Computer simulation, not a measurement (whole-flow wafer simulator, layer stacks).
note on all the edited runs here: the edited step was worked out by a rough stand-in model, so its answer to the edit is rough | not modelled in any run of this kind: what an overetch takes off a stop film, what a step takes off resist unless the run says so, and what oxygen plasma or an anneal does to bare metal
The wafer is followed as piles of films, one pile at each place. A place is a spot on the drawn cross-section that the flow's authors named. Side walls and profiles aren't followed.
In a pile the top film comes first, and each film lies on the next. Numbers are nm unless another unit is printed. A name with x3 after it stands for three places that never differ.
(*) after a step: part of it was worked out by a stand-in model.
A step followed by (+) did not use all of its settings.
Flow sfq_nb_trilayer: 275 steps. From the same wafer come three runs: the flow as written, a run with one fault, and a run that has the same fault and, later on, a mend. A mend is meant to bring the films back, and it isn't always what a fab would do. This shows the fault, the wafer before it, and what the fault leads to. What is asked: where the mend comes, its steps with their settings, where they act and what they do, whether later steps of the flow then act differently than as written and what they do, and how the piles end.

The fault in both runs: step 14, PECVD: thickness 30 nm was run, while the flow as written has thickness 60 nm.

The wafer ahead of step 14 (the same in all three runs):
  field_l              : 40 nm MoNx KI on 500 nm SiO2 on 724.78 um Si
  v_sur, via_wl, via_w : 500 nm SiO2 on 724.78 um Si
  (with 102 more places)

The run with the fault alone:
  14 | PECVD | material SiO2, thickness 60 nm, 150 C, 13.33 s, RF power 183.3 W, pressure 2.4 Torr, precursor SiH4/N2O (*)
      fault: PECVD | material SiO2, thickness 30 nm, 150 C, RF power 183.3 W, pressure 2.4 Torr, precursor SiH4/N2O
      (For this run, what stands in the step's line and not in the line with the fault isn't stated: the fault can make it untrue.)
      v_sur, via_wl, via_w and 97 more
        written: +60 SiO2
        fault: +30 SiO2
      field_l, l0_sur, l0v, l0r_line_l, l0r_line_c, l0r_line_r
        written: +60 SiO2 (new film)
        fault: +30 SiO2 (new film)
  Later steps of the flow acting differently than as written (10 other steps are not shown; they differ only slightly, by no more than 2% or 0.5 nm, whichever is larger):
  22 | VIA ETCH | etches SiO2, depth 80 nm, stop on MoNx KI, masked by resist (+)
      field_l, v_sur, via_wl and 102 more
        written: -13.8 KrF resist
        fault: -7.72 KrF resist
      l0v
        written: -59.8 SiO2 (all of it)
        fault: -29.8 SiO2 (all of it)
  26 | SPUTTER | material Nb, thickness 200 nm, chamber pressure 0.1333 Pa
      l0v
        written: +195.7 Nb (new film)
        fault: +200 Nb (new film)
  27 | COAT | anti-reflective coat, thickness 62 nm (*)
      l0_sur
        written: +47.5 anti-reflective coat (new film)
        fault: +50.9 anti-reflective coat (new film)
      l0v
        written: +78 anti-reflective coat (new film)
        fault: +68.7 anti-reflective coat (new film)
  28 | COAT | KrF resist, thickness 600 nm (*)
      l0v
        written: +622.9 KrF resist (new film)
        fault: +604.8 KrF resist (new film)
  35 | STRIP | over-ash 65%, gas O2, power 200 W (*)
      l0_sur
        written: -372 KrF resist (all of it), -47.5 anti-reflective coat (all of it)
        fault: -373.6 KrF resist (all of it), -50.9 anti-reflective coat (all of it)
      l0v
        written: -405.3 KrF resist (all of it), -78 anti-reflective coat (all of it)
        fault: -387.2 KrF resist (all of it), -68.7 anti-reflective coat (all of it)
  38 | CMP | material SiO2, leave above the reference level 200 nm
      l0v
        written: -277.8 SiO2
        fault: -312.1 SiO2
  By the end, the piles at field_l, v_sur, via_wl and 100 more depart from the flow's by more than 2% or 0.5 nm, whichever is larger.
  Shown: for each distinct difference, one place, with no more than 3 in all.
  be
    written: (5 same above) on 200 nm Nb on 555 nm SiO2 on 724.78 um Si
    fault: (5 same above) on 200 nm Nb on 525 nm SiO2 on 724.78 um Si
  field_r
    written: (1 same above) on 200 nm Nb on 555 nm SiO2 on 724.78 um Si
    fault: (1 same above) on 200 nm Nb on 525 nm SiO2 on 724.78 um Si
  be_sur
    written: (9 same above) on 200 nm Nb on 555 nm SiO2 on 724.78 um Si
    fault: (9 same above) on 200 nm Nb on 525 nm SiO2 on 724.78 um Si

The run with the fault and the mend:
  The mend follows step 14.
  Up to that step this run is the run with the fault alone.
  14a | PECVD | material SiO2, thickness 30 nm, 150 C, RF power 183.3 W, pressure 2.4 Torr, precursor SiH4/N2O (a further turn of the flow's step 14, with different settings)
      field_l, v_sur, via_wl and 103 more
        +30 SiO2
  None of the later steps of the flow differs from how it acts as written, at any place that is followed, by more than 2% or 0.5 nm, whichever is larger.
  The piles end the same as the flow's at every place that both follow.
